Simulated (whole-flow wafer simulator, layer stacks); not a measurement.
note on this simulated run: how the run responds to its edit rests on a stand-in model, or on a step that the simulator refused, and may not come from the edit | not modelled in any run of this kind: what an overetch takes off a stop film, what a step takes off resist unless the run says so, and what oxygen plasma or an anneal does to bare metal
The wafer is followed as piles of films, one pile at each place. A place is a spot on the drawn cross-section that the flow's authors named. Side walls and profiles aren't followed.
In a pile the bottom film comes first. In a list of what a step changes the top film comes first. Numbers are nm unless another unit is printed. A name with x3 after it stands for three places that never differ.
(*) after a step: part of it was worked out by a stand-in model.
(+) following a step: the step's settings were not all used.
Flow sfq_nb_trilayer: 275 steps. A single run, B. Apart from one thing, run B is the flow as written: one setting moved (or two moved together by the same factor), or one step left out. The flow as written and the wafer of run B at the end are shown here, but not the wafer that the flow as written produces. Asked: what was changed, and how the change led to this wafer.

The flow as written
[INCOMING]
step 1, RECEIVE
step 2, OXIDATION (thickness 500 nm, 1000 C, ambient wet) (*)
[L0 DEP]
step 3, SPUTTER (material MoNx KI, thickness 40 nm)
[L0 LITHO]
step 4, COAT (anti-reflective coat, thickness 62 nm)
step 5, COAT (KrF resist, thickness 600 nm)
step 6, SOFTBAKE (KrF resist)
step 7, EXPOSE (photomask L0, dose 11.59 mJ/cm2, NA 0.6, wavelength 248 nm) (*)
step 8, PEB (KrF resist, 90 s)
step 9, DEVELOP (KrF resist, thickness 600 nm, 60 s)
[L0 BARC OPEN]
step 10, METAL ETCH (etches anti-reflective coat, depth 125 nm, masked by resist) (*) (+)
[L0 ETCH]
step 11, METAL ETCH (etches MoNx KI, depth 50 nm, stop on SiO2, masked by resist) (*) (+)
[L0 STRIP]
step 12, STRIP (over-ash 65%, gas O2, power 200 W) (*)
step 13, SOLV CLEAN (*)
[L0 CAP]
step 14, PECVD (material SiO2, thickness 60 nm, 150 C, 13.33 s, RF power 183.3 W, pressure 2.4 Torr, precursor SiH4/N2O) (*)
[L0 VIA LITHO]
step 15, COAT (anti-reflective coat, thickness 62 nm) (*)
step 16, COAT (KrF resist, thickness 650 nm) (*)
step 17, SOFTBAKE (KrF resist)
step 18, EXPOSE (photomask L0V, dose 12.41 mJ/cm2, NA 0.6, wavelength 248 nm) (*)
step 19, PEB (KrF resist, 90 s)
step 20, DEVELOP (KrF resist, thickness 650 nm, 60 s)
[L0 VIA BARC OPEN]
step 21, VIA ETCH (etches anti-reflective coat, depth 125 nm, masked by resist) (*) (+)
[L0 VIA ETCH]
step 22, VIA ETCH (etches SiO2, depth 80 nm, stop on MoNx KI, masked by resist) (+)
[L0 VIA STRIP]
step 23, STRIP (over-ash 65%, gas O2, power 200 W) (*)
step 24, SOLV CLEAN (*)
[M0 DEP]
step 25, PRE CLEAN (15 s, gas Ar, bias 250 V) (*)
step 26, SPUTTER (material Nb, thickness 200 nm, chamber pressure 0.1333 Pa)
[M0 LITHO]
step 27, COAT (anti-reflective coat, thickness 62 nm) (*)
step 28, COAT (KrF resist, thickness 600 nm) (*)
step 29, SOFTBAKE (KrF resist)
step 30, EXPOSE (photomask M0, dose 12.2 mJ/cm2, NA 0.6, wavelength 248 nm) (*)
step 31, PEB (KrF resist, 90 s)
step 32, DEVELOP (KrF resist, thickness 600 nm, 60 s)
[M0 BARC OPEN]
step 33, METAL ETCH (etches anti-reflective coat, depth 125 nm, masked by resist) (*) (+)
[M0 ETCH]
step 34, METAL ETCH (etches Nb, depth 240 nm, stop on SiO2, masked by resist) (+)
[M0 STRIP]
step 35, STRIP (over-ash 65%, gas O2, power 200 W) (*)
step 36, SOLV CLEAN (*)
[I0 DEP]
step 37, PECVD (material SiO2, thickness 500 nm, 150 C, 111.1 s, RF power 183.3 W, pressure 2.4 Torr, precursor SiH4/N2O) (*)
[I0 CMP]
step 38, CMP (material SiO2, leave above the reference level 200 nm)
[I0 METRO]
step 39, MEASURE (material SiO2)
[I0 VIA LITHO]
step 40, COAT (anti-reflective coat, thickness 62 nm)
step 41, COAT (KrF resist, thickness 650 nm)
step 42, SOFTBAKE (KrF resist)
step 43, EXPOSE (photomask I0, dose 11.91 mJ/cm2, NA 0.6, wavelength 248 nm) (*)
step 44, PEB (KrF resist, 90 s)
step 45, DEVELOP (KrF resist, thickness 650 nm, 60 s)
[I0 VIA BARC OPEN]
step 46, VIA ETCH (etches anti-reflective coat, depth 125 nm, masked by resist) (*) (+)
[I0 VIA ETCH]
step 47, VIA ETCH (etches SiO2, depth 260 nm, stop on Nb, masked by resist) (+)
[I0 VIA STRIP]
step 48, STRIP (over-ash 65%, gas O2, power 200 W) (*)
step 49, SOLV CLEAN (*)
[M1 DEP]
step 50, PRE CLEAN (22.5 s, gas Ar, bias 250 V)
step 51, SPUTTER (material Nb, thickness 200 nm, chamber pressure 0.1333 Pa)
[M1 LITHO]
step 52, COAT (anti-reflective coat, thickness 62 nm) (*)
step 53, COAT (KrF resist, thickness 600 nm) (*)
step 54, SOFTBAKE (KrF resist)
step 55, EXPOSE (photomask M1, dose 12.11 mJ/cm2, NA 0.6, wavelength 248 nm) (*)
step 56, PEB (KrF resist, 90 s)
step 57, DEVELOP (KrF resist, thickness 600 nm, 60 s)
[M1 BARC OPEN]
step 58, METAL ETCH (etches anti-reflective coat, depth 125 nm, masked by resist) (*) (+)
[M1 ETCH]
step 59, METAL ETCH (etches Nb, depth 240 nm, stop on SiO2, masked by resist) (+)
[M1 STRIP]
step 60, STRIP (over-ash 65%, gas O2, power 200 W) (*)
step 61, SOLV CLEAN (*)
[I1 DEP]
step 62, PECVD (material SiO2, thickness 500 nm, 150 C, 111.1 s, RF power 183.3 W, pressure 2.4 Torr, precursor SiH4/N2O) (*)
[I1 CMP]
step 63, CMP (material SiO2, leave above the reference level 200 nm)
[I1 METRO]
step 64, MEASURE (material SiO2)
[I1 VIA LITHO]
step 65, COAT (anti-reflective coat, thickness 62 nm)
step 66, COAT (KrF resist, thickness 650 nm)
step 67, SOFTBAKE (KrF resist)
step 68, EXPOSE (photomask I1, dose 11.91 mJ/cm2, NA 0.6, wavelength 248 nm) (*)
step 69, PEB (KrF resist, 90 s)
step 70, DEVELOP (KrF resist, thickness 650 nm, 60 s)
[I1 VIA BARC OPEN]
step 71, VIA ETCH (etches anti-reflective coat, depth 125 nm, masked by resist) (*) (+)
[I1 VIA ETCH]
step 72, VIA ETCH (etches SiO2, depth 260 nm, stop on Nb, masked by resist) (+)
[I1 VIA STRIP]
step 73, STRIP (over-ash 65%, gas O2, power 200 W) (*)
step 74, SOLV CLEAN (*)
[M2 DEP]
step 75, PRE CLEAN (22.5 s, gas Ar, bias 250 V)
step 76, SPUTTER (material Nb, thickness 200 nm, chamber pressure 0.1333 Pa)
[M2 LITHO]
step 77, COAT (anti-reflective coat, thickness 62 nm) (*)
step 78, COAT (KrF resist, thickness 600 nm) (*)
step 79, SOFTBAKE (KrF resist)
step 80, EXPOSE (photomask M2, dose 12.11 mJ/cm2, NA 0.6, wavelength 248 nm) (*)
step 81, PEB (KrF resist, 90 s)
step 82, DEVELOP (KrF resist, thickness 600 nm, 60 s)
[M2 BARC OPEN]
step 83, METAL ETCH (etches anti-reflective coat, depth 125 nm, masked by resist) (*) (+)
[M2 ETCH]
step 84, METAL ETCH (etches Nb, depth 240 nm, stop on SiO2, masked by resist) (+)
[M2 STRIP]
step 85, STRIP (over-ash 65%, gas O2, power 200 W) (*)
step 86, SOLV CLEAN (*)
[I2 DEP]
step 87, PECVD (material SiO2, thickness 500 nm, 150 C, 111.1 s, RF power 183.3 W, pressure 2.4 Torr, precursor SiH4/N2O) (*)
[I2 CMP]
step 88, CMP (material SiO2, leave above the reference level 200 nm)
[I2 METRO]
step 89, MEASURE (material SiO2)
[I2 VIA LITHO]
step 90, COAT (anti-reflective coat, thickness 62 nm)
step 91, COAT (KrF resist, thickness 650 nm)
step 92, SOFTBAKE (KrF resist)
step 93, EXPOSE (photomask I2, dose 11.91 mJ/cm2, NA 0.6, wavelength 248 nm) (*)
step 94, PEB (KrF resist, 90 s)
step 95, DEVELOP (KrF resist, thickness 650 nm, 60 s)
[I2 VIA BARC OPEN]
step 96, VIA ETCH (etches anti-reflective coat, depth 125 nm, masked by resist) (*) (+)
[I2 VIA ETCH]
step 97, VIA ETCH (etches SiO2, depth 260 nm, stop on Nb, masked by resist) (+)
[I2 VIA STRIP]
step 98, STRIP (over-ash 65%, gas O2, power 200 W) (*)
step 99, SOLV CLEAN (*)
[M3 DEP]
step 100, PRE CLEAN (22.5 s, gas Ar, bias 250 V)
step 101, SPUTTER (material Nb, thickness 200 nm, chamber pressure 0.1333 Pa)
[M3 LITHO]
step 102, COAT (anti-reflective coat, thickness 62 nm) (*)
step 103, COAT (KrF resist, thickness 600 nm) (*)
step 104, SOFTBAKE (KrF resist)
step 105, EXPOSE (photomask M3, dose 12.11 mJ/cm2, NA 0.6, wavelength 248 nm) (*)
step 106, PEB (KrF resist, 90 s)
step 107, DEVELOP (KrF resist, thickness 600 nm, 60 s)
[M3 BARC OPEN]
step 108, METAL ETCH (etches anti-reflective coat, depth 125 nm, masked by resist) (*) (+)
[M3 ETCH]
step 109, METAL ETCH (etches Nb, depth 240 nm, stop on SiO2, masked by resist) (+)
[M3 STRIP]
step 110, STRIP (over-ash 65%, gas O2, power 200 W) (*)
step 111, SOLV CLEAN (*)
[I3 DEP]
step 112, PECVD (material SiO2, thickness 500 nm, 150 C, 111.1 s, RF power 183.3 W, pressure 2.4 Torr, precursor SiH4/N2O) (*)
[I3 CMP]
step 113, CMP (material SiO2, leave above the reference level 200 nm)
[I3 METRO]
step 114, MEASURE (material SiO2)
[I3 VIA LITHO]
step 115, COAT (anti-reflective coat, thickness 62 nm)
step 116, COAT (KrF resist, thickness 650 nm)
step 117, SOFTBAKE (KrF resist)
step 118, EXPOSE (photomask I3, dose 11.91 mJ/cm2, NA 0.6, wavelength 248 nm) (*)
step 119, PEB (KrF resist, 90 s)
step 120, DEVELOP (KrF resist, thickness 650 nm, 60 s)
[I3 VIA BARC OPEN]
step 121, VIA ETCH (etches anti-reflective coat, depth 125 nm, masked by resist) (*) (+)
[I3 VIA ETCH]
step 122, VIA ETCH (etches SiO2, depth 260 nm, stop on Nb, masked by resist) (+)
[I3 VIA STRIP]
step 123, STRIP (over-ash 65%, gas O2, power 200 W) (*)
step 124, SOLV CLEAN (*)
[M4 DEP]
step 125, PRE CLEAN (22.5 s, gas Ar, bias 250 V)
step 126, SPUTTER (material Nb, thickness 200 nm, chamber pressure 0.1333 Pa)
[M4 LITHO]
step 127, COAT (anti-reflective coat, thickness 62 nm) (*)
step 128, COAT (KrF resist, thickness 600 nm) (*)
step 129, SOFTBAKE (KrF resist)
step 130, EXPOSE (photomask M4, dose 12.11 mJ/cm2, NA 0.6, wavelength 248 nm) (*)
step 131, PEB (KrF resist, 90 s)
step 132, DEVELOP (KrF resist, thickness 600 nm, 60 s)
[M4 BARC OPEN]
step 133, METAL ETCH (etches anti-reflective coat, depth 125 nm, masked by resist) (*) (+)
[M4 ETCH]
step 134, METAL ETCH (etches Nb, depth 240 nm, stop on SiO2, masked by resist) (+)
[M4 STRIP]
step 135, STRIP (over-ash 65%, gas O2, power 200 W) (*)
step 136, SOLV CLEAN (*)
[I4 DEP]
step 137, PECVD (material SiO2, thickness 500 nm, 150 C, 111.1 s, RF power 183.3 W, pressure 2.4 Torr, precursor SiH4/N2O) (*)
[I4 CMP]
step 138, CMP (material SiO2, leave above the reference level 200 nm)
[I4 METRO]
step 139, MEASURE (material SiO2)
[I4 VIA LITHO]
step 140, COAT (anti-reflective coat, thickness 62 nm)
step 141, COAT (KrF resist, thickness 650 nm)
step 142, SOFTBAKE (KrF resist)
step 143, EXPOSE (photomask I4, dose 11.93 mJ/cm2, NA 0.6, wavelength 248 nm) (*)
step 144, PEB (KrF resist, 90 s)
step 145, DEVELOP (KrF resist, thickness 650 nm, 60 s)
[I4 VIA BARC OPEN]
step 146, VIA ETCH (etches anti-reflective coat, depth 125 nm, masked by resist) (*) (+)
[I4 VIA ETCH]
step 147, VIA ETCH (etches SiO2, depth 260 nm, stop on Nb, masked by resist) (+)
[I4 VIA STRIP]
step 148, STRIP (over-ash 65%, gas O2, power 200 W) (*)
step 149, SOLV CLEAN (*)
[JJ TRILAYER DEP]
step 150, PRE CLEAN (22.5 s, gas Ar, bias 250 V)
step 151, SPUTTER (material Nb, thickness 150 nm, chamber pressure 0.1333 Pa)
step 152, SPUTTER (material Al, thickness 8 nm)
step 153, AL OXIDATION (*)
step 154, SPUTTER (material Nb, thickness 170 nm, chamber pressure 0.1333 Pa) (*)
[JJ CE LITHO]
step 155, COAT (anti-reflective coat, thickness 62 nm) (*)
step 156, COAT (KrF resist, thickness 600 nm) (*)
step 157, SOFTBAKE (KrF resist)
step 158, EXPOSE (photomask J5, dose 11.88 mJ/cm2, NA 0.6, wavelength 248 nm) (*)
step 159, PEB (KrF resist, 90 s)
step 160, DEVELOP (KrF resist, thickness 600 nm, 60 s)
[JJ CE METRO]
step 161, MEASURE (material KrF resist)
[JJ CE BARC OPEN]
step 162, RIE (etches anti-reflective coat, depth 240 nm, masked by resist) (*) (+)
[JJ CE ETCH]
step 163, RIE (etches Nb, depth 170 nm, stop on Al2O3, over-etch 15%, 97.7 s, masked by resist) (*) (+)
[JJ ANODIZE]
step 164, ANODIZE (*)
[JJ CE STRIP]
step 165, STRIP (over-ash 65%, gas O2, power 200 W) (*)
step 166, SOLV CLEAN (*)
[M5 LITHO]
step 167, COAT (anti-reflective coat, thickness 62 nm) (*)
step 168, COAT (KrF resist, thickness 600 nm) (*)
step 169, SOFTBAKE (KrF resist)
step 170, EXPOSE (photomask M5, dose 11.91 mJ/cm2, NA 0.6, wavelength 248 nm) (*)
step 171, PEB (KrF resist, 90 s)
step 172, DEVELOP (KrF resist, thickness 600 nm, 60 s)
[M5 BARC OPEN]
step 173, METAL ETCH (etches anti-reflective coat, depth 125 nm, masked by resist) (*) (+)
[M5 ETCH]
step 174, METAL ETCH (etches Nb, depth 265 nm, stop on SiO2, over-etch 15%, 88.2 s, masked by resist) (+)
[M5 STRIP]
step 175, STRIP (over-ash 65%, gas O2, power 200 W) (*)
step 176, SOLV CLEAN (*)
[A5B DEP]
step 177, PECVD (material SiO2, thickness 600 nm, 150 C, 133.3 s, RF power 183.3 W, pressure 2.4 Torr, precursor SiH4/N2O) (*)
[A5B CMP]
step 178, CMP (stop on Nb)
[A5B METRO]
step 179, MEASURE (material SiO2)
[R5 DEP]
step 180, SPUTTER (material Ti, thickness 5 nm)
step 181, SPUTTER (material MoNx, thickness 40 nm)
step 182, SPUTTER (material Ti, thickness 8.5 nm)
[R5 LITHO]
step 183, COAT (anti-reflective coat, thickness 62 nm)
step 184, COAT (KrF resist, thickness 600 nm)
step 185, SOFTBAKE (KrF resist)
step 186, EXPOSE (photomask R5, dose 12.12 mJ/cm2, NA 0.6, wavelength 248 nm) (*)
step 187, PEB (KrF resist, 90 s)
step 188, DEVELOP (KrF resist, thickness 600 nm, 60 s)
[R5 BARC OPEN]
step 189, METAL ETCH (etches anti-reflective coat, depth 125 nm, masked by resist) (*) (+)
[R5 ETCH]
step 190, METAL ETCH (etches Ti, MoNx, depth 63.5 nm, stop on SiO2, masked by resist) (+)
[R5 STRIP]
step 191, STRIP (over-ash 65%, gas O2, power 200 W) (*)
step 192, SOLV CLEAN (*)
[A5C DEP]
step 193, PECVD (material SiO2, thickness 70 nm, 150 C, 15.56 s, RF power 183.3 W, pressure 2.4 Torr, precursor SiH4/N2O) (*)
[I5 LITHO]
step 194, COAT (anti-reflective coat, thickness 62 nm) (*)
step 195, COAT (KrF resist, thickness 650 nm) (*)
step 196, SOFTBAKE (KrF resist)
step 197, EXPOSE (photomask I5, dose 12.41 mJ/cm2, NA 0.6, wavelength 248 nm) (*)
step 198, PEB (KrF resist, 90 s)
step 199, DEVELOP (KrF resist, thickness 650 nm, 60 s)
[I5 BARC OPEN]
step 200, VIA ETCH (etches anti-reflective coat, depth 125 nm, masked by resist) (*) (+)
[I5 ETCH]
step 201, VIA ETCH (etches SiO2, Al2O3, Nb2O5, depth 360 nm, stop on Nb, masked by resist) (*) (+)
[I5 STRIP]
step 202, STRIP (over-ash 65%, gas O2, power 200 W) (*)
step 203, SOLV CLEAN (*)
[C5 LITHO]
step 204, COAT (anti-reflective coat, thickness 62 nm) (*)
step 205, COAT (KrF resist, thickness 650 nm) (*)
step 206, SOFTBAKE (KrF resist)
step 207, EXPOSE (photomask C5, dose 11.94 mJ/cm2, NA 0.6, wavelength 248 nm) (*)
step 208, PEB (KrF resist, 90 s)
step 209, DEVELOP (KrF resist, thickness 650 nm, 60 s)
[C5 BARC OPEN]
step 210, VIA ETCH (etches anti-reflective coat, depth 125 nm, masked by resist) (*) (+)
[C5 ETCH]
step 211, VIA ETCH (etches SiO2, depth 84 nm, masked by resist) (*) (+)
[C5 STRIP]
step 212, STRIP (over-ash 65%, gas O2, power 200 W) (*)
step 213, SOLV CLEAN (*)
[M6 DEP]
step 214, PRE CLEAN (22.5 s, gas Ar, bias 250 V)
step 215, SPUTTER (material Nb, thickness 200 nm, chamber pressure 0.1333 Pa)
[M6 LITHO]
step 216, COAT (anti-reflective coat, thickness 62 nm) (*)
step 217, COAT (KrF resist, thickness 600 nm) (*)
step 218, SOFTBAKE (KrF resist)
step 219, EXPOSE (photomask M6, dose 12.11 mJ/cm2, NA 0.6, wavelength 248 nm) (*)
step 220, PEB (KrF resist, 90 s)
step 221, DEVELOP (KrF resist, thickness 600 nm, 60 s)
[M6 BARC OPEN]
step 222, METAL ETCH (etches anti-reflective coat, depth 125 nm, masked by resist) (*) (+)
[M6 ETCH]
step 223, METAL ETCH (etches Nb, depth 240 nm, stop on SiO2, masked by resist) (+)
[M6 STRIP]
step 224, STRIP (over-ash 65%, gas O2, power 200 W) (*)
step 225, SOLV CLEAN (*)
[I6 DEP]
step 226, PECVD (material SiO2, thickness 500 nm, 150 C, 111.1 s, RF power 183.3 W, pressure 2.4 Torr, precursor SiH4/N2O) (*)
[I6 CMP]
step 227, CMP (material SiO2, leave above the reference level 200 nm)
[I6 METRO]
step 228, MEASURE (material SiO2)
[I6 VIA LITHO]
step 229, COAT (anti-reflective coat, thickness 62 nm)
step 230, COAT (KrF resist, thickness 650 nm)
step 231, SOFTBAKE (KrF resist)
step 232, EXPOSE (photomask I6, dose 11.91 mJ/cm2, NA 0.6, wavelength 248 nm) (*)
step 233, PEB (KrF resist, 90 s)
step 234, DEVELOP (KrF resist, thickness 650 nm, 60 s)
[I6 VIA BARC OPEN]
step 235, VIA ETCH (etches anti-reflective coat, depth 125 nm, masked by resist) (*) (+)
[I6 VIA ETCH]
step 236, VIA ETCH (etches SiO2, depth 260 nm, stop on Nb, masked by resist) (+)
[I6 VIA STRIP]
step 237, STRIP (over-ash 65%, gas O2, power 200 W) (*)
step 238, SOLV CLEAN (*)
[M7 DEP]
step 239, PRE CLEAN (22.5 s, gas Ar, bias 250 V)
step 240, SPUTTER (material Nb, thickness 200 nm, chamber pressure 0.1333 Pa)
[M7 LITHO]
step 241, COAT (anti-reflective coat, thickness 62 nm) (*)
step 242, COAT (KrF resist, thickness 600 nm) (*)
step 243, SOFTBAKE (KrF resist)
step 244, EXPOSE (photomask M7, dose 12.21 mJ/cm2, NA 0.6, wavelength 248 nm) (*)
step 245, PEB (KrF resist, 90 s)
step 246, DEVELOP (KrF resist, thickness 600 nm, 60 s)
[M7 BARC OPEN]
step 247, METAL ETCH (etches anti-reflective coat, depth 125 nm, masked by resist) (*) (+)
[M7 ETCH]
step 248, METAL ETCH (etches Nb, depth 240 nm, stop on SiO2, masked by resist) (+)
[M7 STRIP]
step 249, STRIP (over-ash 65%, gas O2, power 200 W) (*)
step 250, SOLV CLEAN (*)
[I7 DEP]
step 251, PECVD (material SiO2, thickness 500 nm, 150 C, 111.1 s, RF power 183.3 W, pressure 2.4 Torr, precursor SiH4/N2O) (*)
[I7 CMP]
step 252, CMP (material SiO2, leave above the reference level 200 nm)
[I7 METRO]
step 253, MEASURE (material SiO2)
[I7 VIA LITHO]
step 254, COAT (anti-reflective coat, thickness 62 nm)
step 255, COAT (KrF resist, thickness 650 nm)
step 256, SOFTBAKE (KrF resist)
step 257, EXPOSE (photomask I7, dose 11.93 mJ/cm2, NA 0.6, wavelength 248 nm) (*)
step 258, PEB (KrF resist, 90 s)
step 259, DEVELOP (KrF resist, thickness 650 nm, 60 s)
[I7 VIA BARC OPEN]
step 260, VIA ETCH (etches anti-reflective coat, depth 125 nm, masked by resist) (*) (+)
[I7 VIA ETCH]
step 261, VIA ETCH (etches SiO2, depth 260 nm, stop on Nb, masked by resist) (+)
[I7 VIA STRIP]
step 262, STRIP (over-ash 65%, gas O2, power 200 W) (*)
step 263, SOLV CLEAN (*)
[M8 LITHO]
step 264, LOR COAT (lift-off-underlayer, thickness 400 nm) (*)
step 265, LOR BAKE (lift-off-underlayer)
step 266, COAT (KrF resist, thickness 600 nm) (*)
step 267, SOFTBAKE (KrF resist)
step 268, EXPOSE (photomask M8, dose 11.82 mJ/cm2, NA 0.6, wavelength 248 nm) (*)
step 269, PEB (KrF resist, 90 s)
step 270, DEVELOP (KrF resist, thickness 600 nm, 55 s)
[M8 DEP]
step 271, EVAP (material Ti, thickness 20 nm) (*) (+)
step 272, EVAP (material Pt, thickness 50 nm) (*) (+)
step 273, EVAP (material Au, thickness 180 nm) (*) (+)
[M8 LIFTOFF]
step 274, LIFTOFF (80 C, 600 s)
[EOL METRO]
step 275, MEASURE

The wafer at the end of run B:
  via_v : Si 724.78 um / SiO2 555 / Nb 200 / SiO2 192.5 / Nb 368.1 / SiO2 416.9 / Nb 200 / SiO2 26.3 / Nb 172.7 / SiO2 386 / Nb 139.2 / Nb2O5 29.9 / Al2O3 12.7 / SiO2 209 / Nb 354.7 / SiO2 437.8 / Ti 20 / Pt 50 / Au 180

The reason: step 122, VIA ETCH: depth 166 nm was run, while the flow as written has depth 260 nm.

How this came from the change, step by step:
  step 122, VIA ETCH (etches SiO2, depth 260 nm, stop on Nb, masked by resist) (+)
      via_v: SiO2 loses 166 (in the flow as written it would be: SiO2 loses 199.8 (all of it))
      field_l, v_sur, via_wl and 102 more: KrF resist loses 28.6 (in the flow as written it would be: KrF resist loses 44.8)
  step 123, STRIP (over-ash 65%, gas O2, power 200 W) (*)
      field_l, v_sur, via_wl and 102 more: KrF resist loses 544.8 (all of it), anti-reflective coat loses 62 (all of it) (in the flow as written it would be: KrF resist loses 528.6 (all of it), anti-reflective coat loses 62 (all of it))
  step 125, PRE CLEAN (22.5 s, gas Ar, bias 250 V)
      via_v: SiO2 loses 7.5 (in the flow as written it would be: Nb loses 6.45)
  step 126, SPUTTER (material Nb, thickness 200 nm, chamber pressure 0.1333 Pa)
      via_v: Nb gains 172.7 (new film) (in the flow as written it would be: Nb gains 165.5)
  step 127, COAT (anti-reflective coat, thickness 62 nm) (*)
      via_v: anti-reflective coat gains 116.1 (new film) (in the flow as written it would be: anti-reflective coat gains 124.8 (new film))
  step 128, COAT (KrF resist, thickness 600 nm) (*)
      via_v: KrF resist gains 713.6 (new film) (in the flow as written it would be: KrF resist gains 739.8 (new film))
  step 135, STRIP (over-ash 65%, gas O2, power 200 W) (*)
      via_v: KrF resist loses 495.7 (all of it), anti-reflective coat loses 116.1 (all of it) (in the flow as written it would be: KrF resist loses 521.8 (all of it), anti-reflective coat loses 124.8 (all of it))
  step 137, PECVD (material SiO2, thickness 500 nm, 150 C, 111.1 s, RF power 183.3 W, pressure 2.4 Torr, precursor SiH4/N2O) (*)
      via_v: SiO2 gains 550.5 (new film) (in the flow as written it would be: SiO2 gains 615 (new film))
  step 138, CMP (material SiO2, leave above the reference level 200 nm)
      via_v: SiO2 loses 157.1 (in the flow as written it would be: SiO2 loses 181.6)
If metal films that touch count as one body, via_v has 7 bodies (between them, from the top down: SiO2 437.8; SiO2 209 / Al2O3 12.7 / Nb2O5 29.9; SiO2 386; SiO2 26.3; SiO2 416.9; SiO2 192.5); the flow as written gives 6 bodies (between them, from the top down: SiO2 437.8; SiO2 209 / Al2O3 12.7 / Nb2O5 29.9; SiO2 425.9; SiO2 416.9; SiO2 192.5).
